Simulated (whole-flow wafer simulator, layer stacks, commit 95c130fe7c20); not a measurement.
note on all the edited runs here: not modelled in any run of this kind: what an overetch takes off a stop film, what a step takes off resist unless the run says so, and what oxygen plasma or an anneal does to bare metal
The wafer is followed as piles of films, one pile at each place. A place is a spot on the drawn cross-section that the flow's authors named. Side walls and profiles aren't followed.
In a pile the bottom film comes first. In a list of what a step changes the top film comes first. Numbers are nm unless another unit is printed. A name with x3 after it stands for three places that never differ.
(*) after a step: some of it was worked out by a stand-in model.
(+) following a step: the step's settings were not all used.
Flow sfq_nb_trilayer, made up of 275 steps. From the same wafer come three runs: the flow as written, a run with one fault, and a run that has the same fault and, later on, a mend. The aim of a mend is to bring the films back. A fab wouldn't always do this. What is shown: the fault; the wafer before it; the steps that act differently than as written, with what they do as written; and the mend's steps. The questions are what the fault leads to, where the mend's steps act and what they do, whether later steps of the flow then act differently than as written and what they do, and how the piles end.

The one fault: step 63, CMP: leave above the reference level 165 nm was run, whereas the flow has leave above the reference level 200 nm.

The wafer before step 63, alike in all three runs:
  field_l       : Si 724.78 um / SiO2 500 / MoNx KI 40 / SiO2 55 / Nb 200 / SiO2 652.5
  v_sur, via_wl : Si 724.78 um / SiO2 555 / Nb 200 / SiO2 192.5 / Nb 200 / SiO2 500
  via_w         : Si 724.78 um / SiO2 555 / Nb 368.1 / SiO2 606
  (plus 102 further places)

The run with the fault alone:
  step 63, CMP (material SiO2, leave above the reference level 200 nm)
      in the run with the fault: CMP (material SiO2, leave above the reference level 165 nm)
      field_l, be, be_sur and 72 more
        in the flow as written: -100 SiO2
        in the run with the fault: -135 SiO2
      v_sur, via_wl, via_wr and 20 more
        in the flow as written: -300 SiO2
        in the run with the fault: -335 SiO2
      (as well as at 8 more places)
  Later steps of the flow acting differently than as written (not shown: 4 more steps that differ only slightly, by at most 2% or 0.5 nm, whichever is larger):
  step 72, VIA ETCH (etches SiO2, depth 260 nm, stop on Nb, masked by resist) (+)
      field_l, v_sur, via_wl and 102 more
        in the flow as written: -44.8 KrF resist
        in the run with the fault: -42.6 KrF resist
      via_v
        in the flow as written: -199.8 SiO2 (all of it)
        in the run with the fault: -164.8 SiO2 (all of it)
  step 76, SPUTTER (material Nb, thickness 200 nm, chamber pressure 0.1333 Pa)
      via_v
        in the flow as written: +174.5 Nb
        in the run with the fault: +181.7 Nb
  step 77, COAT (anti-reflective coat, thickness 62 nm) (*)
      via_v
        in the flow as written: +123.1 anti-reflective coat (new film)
        in the run with the fault: +114 anti-reflective coat (new film)
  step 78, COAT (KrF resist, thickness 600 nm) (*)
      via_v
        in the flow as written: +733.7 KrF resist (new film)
        in the run with the fault: +706 KrF resist (new film)
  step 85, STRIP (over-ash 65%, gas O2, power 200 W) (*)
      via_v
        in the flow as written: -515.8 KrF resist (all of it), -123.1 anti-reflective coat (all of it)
        in the run with the fault: -488.1 KrF resist (all of it), -114 anti-reflective coat (all of it)
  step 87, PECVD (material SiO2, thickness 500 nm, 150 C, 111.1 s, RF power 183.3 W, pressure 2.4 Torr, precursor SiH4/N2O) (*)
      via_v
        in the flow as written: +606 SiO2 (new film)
        in the run with the fault: +539.3 SiO2 (new film)
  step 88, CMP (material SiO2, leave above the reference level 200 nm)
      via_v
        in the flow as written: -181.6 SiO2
        in the run with the fault: -157.1 SiO2
  The piles end different from the flow's at v_sur, via_wl, via_w and 39 more by more than 2% or 0.5 nm, whichever is larger.
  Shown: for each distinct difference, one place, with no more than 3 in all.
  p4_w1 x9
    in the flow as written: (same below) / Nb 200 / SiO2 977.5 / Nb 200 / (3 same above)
    in the run with the fault: (same below) / Nb 200 / SiO2 942.5 / Nb 200 / (3 same above)
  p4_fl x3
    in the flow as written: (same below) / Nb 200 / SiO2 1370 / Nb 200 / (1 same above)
    in the run with the fault: (same below) / Nb 200 / SiO2 1335 / Nb 200 / (1 same above)
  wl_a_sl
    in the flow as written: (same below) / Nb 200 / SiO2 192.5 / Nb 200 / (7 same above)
    in the run with the fault: (same below) / Nb 200 / SiO2 157.5 / Nb 200 / (7 same above)

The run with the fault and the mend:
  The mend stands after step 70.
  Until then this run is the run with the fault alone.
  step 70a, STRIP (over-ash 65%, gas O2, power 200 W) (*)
      field_l, v_sur, via_wl and 102 more
        -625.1 KrF resist (all of it), -62 anti-reflective coat (all of it)
      via_v
        -62 anti-reflective coat (all of it)
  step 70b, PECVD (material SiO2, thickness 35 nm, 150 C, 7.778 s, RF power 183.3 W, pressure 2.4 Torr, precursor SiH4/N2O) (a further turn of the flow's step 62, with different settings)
      field_l, v_sur, via_wl and 103 more
        +35 SiO2
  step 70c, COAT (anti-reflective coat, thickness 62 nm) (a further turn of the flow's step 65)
      field_l, v_sur, via_wl and 103 more
        +62 anti-reflective coat (new film)
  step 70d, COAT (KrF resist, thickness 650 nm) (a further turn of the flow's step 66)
      field_l, v_sur, via_wl and 103 more
        +650 KrF resist (new film)
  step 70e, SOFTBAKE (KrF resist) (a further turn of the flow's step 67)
      leaves every film unchanged at each place that is followed
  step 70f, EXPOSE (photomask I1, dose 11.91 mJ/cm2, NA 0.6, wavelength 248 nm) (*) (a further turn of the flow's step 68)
      leaves every film unchanged at each place that is followed
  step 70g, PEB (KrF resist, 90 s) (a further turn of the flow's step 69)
      field_l, v_sur, via_wl and 103 more
        -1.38 KrF resist
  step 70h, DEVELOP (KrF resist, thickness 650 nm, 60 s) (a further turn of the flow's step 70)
      field_l, v_sur, via_wl and 102 more
        -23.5 KrF resist
      via_v
        -648.6 KrF resist (all of it)
  Every later step of the flow that is run acts as written, at every place that is followed, to within 2% or 0.5 nm, whichever is larger.
  When the end is reached, the piles differ only a little from the flow's at the places that both follow, at most by 2% or 0.5 nm, whichever is larger.
